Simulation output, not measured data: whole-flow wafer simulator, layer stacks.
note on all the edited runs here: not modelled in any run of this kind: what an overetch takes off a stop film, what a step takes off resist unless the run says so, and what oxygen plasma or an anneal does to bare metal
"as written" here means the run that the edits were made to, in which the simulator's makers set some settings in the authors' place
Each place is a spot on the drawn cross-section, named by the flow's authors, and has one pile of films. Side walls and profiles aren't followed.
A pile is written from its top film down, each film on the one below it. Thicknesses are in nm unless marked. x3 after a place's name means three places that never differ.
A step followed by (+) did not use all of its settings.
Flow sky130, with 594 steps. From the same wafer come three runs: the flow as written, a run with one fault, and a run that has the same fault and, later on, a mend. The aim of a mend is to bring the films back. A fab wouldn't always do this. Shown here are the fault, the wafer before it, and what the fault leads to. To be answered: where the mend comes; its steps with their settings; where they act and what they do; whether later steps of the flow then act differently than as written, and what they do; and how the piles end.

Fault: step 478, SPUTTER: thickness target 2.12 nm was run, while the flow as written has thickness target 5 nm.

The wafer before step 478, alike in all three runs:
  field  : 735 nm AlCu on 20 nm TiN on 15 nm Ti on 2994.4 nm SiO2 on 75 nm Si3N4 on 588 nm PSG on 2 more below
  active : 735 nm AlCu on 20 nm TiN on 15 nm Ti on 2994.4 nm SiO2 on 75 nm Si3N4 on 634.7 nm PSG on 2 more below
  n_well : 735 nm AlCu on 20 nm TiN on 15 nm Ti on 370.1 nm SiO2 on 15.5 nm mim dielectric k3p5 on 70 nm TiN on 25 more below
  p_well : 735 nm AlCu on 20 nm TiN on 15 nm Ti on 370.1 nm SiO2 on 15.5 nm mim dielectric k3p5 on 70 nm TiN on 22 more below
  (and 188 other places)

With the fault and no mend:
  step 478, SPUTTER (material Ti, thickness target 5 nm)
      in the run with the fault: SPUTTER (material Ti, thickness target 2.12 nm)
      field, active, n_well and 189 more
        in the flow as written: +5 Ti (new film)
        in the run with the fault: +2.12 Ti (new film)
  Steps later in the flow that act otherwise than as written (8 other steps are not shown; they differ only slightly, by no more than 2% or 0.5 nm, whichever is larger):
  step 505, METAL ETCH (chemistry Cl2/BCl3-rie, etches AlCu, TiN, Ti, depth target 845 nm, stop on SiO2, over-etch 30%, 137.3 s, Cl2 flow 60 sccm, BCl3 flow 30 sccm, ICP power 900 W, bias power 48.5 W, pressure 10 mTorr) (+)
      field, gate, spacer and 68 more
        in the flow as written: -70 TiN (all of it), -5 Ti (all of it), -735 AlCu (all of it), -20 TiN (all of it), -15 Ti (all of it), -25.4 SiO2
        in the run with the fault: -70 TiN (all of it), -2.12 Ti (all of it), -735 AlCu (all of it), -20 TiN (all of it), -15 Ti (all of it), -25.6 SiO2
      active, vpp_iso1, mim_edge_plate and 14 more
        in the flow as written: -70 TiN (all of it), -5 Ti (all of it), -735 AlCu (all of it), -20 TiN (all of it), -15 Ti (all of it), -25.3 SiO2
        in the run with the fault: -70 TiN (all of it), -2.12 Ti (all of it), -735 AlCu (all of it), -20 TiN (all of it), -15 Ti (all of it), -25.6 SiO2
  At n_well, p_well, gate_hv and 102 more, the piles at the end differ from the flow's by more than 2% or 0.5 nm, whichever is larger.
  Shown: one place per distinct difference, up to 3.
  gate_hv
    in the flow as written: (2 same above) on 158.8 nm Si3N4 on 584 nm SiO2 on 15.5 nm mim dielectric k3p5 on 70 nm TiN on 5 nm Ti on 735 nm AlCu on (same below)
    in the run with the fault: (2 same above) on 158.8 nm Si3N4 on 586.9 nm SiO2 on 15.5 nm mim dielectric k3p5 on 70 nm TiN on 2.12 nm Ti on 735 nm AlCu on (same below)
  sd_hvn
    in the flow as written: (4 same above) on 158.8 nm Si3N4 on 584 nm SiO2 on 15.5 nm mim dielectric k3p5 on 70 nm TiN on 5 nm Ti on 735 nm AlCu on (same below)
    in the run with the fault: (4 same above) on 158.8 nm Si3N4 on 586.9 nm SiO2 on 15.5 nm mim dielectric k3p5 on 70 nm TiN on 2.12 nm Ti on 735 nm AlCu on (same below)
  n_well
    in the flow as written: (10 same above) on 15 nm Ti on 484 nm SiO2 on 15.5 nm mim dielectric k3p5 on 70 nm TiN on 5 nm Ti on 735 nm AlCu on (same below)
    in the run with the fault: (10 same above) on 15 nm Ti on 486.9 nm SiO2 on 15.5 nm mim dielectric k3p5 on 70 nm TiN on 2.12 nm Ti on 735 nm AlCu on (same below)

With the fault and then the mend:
  The mend follows step 478.
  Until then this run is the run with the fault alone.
  step 478a, SPUTTER (material Ti, thickness target 2.88 nm) (a further turn of the flow's step 478, with different settings)
      field, active, n_well and 189 more
        +2.88 Ti
  Every later step of the flow that is run acts as written at every place that is followed.
  The piles end the same as the flow's at every place that both follow.
